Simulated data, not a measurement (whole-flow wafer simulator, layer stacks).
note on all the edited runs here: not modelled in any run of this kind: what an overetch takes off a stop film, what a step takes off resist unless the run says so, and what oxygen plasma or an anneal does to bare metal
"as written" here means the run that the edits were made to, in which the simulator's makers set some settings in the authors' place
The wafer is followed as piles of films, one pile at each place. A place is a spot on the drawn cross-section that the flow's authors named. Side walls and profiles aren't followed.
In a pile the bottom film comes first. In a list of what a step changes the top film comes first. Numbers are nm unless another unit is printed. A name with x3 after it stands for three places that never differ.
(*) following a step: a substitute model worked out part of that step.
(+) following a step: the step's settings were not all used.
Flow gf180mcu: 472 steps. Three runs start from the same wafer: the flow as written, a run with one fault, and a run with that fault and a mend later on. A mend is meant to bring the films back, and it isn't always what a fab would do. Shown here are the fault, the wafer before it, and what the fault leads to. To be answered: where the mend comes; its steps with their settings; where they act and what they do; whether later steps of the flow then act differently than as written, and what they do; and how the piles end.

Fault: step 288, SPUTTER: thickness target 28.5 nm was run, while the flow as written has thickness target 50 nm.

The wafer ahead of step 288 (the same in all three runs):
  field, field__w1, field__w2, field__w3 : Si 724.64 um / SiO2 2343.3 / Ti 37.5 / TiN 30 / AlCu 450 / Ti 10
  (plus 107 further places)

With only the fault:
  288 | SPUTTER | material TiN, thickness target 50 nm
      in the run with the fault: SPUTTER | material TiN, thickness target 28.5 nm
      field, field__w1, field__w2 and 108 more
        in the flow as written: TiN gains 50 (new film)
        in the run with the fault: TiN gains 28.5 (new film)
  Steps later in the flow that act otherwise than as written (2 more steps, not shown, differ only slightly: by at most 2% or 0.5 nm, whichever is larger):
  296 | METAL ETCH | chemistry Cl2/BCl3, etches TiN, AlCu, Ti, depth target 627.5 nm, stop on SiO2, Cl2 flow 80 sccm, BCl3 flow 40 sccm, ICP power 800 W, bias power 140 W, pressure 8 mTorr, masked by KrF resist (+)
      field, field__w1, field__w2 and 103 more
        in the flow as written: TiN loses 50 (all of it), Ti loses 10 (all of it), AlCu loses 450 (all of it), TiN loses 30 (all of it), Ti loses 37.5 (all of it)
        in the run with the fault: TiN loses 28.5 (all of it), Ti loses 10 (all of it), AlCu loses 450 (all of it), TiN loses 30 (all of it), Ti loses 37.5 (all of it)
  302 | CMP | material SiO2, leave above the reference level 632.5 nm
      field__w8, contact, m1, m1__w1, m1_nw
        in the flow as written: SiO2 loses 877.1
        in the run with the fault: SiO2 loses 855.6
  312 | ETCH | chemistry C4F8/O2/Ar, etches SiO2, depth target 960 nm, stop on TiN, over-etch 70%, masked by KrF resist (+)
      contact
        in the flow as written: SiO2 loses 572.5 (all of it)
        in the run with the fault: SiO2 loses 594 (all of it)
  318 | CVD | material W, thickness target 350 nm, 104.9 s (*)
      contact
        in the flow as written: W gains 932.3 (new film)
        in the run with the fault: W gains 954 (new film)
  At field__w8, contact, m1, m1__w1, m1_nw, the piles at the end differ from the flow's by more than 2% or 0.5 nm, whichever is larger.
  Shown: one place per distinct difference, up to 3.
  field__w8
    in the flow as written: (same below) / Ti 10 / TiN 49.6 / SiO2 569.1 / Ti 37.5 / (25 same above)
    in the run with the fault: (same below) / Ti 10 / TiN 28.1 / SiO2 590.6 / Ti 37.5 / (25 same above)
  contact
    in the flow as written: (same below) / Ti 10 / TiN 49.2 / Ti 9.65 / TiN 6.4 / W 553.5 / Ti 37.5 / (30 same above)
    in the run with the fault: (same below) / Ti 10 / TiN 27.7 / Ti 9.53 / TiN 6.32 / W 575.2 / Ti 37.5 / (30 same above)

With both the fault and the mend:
  After step 288 comes the mend.
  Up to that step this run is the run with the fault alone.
  288a | SPUTTER | material TiN, thickness target 21.5 nm (the flow's step 288 again, with other settings)
      field, field__w1, field__w2 and 108 more
        TiN gains 21.5
  None of the later steps of the flow acts differently than as written at any place that is followed.
  By the end, the piles equal the flow's at every place that both follow.
